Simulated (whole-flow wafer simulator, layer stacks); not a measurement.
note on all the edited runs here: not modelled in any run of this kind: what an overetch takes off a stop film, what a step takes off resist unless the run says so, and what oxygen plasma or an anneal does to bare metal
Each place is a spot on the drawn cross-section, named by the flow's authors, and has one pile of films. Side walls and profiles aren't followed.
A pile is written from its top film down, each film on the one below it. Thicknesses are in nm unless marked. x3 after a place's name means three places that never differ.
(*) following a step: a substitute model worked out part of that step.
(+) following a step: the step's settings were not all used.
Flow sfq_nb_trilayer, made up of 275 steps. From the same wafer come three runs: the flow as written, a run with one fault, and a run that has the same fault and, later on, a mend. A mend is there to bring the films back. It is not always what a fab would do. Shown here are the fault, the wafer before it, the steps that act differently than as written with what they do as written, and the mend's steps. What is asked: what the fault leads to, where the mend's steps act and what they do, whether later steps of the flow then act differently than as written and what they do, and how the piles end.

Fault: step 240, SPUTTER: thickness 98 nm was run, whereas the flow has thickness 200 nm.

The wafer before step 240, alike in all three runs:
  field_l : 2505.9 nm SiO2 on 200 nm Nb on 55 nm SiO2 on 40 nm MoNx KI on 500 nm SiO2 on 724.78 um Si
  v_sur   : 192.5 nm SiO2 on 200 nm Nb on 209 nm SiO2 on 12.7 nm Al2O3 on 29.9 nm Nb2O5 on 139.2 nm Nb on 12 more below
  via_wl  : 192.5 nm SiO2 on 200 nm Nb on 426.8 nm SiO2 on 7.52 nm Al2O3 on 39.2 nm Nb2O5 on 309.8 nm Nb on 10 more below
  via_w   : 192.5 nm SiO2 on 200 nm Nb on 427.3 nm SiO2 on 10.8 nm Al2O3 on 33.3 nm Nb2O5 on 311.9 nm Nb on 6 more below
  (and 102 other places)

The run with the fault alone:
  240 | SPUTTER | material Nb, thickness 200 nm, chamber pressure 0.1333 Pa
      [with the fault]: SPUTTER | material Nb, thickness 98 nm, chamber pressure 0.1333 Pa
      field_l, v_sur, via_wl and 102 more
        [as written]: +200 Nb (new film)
        [with the fault]: +98 Nb (new film)
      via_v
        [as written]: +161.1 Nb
        [with the fault]: +78.8 Nb
  Later steps of the flow acting differently than as written (not shown: 3 more steps that differ only slightly, by at most 2% or 0.5 nm, whichever is larger):
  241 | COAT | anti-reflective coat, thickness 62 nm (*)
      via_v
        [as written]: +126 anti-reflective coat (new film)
        [with the fault]: +120.2 anti-reflective coat (new film)
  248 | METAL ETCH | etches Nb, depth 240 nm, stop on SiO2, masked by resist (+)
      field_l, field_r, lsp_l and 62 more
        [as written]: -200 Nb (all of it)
        [with the fault]: -98 Nb (all of it)
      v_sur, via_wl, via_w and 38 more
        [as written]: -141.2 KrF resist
        [with the fault]: -86.5 KrF resist
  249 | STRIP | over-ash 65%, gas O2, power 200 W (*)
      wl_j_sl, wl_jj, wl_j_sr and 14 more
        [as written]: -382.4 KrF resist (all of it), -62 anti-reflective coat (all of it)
        [with the fault]: -437.1 KrF resist (all of it), -62 anti-reflective coat (all of it)
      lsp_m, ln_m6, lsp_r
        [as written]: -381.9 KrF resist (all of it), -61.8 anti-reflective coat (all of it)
        [with the fault]: -436.7 KrF resist (all of it), -61.8 anti-reflective coat (all of it)
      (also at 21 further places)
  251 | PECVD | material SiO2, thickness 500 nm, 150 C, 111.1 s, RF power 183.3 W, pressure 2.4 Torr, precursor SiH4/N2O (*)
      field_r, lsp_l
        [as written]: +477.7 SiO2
        [with the fault]: +489.1 SiO2
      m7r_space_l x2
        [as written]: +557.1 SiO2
        [with the fault]: +500 SiO2
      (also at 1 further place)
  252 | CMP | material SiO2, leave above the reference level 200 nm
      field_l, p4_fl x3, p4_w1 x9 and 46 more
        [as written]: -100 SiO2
        [with the fault]: -202 SiO2
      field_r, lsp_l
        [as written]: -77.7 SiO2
        [with the fault]: -191.1 SiO2
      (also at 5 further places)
  The piles end different from the flow's at field_l, v_sur, via_wl and 103 more by more than 2% or 0.5 nm, whichever is larger.
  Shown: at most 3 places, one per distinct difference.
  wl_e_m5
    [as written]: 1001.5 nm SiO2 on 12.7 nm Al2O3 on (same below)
    [with the fault]: 899.5 nm SiO2 on 12.7 nm Al2O3 on (same below)
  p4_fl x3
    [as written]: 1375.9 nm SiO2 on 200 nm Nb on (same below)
    [with the fault]: 1273.9 nm SiO2 on 200 nm Nb on (same below)
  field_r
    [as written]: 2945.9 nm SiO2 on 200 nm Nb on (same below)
    [with the fault]: 2843.9 nm SiO2 on 200 nm Nb on (same below)

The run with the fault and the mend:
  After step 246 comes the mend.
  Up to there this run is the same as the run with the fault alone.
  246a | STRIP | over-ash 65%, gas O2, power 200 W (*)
      p4_fl x3, p4_w1 x9, p4_g1 x2 and 46 more
        -62 anti-reflective coat (all of it)
      wl_j_sl, wl_jj, wl_j_sr and 14 more
        -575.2 KrF resist (all of it), -62 anti-reflective coat (all of it)
      field_r, lsp_l, l0_sur, l0v
        -61.8 anti-reflective coat (all of it)
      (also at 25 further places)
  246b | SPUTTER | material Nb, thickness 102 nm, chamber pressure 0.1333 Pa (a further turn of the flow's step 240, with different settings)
      field_l, v_sur, via_wl and 102 more
        +102 Nb
      via_v
        +79.8 Nb
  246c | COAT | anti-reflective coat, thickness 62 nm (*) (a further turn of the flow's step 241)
      p4_fl x3, p4_w1 x9, p4_g1 x2 and 63 more
        +62 anti-reflective coat (new film)
      moat, field_r, lsp_l and 6 more
        +61.8 anti-reflective coat (new film)
      be_r, r_sur, res, r_end
        +61.7 anti-reflective coat (new film)
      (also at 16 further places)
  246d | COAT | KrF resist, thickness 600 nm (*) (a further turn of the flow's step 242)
      p4_fl x3, p4_w1 x9, p4_g1 x2 and 63 more
        +600 KrF resist (new film)
      field_r, lsp_l, ln_m5, lsp_m, l0v
        +599.5 KrF resist (new film)
      ln_m6, lsp_r, l0_sur
        +599.6 KrF resist (new film)
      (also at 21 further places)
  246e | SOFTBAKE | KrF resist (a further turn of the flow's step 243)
      does not change any film at any place that is followed
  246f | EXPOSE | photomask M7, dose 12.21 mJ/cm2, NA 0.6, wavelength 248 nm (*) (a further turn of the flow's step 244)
      does not change any film at any place that is followed
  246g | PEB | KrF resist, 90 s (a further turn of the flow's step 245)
      field_l, v_sur, via_wl and 97 more
        -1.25 KrF resist
      via_w, via_wr, wire, be
        -1.24 KrF resist
      via_sp
        -1.23 KrF resist
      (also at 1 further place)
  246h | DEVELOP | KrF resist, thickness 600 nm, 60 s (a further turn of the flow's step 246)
      p4_fl x3, p4_w1 x9, p4_g1 x2 and 46 more
        -598.7 KrF resist (all of it)
      v_sur, via_wl, via_w and 38 more
        -23.5 KrF resist
      field_r, lsp_l
        -598.2 KrF resist (all of it)
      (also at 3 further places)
  Every later step of the flow that is run acts as written, at every place that is followed, to within 2% or 0.5 nm, whichever is larger.
  The piles end only slightly different from the flow's at the places that both follow, by no more than 2% or 0.5 nm, whichever is larger.
